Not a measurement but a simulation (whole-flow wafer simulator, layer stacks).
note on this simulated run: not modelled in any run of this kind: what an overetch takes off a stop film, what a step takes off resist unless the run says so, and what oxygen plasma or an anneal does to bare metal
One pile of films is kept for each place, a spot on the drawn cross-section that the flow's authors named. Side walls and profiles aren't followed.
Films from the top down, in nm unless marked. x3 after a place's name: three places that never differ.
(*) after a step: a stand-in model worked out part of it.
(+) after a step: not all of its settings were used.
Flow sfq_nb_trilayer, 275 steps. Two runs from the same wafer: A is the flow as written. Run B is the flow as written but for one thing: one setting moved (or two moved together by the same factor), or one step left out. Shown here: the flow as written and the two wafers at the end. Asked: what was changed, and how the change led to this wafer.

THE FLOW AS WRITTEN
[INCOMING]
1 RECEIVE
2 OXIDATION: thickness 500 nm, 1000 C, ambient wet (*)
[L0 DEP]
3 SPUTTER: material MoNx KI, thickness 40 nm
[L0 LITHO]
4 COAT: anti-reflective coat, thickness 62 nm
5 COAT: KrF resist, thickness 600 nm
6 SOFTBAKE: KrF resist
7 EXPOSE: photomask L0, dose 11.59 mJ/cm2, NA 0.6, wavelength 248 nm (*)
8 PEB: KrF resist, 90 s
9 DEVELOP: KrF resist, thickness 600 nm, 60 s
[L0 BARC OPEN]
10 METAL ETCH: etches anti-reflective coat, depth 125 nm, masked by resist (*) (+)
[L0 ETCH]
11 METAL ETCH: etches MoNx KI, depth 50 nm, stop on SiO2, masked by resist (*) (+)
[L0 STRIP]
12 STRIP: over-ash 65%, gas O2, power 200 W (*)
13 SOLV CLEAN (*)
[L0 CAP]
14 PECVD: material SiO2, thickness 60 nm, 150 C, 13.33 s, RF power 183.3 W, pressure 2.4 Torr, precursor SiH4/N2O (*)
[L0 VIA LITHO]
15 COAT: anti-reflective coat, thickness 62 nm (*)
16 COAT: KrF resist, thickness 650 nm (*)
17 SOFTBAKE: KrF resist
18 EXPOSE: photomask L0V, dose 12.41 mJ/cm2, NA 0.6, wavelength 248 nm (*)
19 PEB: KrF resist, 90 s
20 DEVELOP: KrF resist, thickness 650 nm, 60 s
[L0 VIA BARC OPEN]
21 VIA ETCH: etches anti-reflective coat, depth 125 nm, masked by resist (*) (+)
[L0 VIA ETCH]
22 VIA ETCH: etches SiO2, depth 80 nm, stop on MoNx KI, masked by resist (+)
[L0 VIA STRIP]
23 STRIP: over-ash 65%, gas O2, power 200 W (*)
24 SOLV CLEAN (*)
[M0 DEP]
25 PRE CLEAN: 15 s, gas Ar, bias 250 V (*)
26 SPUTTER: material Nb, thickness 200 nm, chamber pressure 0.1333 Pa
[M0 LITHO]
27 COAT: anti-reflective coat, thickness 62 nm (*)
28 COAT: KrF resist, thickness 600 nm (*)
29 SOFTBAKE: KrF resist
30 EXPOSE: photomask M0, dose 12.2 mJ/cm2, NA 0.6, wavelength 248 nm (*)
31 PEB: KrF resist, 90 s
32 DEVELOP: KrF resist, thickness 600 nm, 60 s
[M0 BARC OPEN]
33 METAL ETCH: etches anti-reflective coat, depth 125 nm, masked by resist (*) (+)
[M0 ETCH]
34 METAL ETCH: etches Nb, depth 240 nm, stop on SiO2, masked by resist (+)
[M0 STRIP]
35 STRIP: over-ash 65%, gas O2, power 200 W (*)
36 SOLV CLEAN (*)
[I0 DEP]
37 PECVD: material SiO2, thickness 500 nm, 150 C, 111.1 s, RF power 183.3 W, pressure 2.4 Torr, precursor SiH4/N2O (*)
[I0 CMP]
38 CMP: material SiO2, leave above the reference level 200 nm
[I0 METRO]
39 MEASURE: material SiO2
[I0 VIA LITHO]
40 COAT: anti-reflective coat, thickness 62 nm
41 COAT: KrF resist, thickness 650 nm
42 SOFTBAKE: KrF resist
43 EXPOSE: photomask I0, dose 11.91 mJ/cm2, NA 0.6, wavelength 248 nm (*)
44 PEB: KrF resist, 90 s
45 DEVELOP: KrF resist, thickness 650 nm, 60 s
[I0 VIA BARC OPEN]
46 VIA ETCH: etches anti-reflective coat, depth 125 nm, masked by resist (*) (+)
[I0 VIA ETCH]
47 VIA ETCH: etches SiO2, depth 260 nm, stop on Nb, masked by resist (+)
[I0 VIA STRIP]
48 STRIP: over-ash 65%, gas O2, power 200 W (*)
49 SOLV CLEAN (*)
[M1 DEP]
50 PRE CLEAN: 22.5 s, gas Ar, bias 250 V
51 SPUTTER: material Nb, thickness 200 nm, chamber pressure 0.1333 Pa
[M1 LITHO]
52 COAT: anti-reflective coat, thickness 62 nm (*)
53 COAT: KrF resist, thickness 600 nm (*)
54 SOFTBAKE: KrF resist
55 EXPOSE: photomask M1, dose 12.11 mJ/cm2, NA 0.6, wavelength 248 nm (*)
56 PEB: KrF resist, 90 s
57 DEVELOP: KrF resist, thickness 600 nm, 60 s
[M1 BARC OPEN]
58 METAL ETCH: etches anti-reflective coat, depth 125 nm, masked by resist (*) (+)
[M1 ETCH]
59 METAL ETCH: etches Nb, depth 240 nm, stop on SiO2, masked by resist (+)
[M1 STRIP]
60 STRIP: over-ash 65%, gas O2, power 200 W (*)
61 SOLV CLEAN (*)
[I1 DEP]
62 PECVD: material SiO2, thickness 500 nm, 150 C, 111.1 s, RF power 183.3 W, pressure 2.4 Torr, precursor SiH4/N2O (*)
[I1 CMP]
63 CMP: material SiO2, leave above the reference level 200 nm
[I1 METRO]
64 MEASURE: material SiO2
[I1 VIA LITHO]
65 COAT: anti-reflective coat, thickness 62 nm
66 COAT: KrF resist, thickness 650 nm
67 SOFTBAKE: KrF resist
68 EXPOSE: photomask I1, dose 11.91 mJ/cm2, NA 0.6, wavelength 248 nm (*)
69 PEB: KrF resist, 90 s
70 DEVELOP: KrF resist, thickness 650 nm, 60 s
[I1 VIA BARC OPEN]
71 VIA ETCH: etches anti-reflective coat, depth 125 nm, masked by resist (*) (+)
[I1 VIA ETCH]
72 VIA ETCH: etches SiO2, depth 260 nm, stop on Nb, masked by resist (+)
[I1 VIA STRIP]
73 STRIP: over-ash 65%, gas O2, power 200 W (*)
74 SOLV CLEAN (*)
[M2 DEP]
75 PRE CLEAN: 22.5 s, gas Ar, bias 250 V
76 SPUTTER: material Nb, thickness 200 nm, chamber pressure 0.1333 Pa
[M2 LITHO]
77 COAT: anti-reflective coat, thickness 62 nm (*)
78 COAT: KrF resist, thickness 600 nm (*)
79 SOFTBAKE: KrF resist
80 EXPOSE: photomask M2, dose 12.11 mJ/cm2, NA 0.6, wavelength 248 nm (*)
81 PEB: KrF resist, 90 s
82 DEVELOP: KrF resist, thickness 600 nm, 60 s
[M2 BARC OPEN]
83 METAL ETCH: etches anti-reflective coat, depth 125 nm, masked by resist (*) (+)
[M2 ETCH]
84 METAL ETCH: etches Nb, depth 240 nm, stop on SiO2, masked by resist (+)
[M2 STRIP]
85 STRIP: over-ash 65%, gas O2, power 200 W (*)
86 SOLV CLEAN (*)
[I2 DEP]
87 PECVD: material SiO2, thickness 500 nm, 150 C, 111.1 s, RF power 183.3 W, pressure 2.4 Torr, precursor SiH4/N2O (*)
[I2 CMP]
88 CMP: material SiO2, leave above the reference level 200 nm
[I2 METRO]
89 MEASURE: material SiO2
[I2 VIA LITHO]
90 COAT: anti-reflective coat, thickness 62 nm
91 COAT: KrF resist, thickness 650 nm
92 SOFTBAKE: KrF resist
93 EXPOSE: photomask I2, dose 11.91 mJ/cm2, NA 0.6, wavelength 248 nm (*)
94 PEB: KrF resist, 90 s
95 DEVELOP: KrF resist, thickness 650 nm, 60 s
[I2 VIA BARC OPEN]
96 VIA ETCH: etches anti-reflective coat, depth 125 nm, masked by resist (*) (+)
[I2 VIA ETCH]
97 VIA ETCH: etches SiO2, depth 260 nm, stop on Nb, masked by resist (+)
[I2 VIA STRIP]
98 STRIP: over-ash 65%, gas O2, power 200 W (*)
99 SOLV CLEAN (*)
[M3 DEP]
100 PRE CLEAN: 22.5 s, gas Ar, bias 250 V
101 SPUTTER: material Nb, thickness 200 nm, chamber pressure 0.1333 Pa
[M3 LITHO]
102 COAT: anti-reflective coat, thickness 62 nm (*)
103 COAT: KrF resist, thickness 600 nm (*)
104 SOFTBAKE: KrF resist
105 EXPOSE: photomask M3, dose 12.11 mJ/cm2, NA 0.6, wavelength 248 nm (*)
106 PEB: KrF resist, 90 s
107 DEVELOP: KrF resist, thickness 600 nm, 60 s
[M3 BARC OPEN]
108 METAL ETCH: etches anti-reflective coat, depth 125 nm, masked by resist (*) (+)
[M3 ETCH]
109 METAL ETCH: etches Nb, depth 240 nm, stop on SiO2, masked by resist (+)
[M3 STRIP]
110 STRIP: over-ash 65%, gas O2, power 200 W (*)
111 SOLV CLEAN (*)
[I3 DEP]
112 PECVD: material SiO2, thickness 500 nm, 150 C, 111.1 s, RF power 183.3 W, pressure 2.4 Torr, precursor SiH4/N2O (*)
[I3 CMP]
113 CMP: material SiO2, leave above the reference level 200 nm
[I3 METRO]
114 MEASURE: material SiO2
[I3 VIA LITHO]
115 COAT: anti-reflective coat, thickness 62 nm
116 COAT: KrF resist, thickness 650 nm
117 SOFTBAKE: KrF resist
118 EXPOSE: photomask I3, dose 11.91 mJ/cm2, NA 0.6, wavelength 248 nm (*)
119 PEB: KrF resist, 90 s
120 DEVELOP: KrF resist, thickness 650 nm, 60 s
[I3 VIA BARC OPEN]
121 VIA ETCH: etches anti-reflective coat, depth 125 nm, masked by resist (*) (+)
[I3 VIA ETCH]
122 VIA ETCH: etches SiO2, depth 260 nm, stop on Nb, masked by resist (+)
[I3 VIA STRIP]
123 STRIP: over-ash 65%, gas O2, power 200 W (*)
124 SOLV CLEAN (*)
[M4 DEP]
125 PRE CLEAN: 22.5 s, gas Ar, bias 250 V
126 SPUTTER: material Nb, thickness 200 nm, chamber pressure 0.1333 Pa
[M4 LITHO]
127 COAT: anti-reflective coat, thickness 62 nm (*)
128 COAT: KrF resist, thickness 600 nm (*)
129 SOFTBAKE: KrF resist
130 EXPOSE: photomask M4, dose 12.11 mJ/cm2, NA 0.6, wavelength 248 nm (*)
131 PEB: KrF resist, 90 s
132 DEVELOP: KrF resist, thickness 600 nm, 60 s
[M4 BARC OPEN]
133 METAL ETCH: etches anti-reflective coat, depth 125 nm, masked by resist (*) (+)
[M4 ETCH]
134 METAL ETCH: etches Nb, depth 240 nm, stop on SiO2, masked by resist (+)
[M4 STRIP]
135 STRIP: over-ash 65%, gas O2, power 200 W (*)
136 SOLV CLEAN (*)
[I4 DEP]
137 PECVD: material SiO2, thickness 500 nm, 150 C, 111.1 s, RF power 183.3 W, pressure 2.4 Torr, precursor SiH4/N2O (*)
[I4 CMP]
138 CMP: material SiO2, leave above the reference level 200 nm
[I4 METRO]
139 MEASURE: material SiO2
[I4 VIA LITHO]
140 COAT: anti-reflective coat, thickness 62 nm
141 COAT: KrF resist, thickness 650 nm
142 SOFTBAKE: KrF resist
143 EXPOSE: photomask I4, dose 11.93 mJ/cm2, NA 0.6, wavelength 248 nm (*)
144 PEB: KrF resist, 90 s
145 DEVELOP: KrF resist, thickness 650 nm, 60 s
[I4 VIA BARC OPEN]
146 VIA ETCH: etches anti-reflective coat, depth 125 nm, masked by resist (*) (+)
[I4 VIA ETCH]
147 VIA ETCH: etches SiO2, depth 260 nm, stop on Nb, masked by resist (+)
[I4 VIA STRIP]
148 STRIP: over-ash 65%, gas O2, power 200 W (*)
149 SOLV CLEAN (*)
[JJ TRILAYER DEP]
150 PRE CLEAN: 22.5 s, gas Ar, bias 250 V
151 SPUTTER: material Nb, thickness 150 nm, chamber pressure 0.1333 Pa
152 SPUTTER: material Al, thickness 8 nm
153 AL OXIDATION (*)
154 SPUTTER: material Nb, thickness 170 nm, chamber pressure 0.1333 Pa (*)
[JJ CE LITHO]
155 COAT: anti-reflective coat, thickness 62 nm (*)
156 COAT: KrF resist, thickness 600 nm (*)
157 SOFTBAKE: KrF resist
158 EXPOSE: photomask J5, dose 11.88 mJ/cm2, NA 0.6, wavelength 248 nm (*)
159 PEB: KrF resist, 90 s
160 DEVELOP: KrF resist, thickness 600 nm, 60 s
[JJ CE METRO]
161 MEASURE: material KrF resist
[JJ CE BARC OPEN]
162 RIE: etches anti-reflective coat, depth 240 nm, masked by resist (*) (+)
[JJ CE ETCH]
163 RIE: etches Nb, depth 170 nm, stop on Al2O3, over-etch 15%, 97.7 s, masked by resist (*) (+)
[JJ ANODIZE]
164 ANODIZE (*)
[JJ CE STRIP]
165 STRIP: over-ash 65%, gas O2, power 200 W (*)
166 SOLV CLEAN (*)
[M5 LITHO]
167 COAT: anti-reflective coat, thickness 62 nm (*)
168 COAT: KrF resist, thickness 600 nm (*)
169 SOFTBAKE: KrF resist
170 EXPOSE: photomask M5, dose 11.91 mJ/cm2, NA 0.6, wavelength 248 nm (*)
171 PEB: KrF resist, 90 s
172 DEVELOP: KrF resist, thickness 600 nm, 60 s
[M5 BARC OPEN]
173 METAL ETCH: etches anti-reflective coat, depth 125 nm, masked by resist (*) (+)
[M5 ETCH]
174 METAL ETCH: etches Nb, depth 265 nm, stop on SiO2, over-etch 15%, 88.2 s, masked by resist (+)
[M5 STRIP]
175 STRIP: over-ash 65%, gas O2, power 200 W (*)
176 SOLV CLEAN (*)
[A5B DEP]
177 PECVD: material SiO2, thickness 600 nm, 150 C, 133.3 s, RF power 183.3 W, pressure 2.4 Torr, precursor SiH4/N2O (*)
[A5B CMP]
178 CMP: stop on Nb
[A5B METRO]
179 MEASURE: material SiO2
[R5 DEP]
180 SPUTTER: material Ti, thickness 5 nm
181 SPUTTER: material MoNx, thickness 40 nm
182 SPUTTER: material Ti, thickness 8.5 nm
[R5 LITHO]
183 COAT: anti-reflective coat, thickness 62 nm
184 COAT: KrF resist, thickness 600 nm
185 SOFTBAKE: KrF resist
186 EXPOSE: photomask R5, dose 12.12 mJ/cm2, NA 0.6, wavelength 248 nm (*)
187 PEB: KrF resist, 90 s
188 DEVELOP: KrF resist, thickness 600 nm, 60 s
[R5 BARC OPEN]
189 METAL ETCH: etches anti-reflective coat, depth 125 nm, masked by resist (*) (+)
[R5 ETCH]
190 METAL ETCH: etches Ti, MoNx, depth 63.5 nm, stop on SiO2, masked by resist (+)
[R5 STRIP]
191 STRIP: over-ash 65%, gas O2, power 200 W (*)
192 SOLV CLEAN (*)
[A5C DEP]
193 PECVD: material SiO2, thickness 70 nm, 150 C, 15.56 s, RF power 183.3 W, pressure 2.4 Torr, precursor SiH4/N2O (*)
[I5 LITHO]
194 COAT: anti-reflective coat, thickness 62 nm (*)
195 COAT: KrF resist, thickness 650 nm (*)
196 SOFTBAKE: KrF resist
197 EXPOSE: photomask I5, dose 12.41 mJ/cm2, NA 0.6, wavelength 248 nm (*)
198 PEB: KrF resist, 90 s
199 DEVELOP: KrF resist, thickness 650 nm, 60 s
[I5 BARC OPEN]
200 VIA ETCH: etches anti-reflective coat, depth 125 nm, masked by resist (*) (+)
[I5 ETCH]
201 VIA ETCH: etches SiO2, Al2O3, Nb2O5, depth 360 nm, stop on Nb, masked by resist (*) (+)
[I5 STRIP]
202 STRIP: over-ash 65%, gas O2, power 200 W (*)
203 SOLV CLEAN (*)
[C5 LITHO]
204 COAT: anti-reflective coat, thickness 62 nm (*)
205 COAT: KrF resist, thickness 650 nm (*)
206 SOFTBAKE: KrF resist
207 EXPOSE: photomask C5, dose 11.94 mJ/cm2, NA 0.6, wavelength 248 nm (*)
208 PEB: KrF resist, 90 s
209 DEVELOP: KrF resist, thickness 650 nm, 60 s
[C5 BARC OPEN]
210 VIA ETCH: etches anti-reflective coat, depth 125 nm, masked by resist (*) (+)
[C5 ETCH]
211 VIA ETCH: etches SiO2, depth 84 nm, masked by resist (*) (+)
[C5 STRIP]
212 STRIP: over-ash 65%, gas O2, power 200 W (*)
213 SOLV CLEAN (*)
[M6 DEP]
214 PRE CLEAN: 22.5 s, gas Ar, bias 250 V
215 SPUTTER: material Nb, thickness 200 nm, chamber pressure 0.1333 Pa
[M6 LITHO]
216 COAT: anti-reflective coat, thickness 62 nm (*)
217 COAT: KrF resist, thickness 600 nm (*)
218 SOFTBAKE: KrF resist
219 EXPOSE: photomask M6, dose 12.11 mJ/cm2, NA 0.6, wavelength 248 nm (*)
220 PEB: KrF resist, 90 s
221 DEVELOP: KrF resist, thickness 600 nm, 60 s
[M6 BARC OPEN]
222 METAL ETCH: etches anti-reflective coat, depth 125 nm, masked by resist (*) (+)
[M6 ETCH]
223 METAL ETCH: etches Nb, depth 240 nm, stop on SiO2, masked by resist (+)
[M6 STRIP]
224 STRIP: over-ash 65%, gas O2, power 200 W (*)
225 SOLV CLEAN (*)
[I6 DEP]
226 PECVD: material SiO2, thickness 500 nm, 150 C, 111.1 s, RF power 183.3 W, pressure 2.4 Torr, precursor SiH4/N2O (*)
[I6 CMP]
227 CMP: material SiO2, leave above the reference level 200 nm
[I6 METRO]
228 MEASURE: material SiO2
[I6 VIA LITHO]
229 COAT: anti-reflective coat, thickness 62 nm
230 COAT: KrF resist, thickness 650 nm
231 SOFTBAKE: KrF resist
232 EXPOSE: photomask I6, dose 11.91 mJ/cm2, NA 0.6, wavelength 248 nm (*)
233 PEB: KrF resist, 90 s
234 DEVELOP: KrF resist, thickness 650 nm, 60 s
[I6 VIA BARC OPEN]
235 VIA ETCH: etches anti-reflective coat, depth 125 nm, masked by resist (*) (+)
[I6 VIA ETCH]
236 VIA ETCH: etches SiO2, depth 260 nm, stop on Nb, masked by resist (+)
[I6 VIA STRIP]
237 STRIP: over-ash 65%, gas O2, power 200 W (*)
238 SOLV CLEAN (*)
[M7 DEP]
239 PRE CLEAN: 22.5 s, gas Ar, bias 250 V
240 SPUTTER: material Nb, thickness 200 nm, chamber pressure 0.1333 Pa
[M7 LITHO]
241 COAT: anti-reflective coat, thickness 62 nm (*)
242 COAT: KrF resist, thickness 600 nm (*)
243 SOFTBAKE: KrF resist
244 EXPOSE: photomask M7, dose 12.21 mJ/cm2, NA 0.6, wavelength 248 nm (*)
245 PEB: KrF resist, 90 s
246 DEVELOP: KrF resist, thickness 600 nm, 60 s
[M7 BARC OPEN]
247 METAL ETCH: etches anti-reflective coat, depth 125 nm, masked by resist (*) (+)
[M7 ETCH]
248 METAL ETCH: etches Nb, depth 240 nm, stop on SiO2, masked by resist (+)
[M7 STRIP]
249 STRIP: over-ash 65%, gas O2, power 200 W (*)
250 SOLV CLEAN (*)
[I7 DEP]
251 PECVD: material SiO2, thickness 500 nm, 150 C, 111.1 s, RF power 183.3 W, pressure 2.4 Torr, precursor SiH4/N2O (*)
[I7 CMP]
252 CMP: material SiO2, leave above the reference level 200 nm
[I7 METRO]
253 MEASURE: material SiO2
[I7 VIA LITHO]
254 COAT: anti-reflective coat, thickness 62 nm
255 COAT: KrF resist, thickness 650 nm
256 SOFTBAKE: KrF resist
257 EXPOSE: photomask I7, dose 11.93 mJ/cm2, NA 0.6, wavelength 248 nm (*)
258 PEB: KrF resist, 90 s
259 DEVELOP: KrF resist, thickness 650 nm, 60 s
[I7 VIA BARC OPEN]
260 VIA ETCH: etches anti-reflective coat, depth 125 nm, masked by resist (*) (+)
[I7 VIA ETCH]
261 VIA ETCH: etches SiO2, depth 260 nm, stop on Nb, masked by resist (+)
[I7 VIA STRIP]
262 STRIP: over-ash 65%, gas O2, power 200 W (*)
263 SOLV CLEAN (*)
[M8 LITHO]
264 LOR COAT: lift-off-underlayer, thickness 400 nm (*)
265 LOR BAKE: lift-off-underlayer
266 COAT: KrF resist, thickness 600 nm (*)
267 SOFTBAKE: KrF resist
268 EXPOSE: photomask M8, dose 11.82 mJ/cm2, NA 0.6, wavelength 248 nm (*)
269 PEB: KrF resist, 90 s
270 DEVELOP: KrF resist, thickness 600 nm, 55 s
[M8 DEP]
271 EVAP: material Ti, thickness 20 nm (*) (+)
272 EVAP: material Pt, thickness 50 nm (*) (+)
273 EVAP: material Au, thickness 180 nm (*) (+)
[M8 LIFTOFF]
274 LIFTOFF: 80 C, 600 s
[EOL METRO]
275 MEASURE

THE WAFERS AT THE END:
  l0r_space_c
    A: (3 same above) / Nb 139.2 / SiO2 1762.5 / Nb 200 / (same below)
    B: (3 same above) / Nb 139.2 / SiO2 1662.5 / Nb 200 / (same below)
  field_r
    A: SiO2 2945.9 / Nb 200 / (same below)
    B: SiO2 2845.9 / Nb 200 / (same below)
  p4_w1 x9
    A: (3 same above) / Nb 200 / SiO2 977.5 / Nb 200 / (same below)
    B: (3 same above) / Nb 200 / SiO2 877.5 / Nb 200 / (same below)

The cause: step 51, SPUTTER: thickness 100 nm was run, where the flow has thickness 200 nm.

How the change led to this, step by step:
  51 SPUTTER: material Nb, thickness 200 nm, chamber pressure 0.1333 Pa
      field_l, v_sur, via_wl and 102 more: A Nb +200 (new film) | B Nb +100 (new film)
      via_w: A Nb +174.5 | B Nb +88.1
  52 COAT: anti-reflective coat, thickness 62 nm (*)
      via_wl: A anti-reflective coat +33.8 (new film) | B anti-reflective coat +33 (new film)
      via_w: A anti-reflective coat +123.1 (new film) | B anti-reflective coat +118.9 (new film)
      (and at 1 more place)
  59 METAL ETCH: etches Nb, depth 240 nm, stop on SiO2, masked by resist (+)
      field_l, be, be_sur and 79 more: A Nb -200 (all of it) | B Nb -100 (all of it)
      v_sur, via_wl, via_w and 21 more: A KrF resist -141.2 | B KrF resist -88.2
  60 STRIP: over-ash 65%, gas O2, power 200 W (*)
      wl_j_sl, wl_jj, wl_j_sr and 13 more: A KrF resist -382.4 (all of it), anti-reflective coat -62 (all of it) | B KrF resist -435.3 (all of it), anti-reflective coat -62 (all of it)
      v_sur: A KrF resist -365.9 (all of it), anti-reflective coat -61.1 (all of it) | B KrF resist -419.6 (all of it), anti-reflective coat -60.9 (all of it)
      (and at 7 more places)
  62 PECVD: material SiO2, thickness 500 nm, 150 C, 111.1 s, RF power 183.3 W, pressure 2.4 Torr, precursor SiH4/N2O (*)
      wl_d_sl, wl_d_sr: A SiO2 +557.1 | B SiO2 +500
      via_w: A SiO2 +606 (new film) | B SiO2 +581.5 (new film)
  63 CMP: material SiO2, leave above the reference level 200 nm
      field_l, be, be_sur and 72 more: A SiO2 -100 | B SiO2 -200
      lsp_m, ln_m6, lsp_r, l0_sur, l0v: A SiO2 -94.9 | B SiO2 -200
      (and at 3 more places)
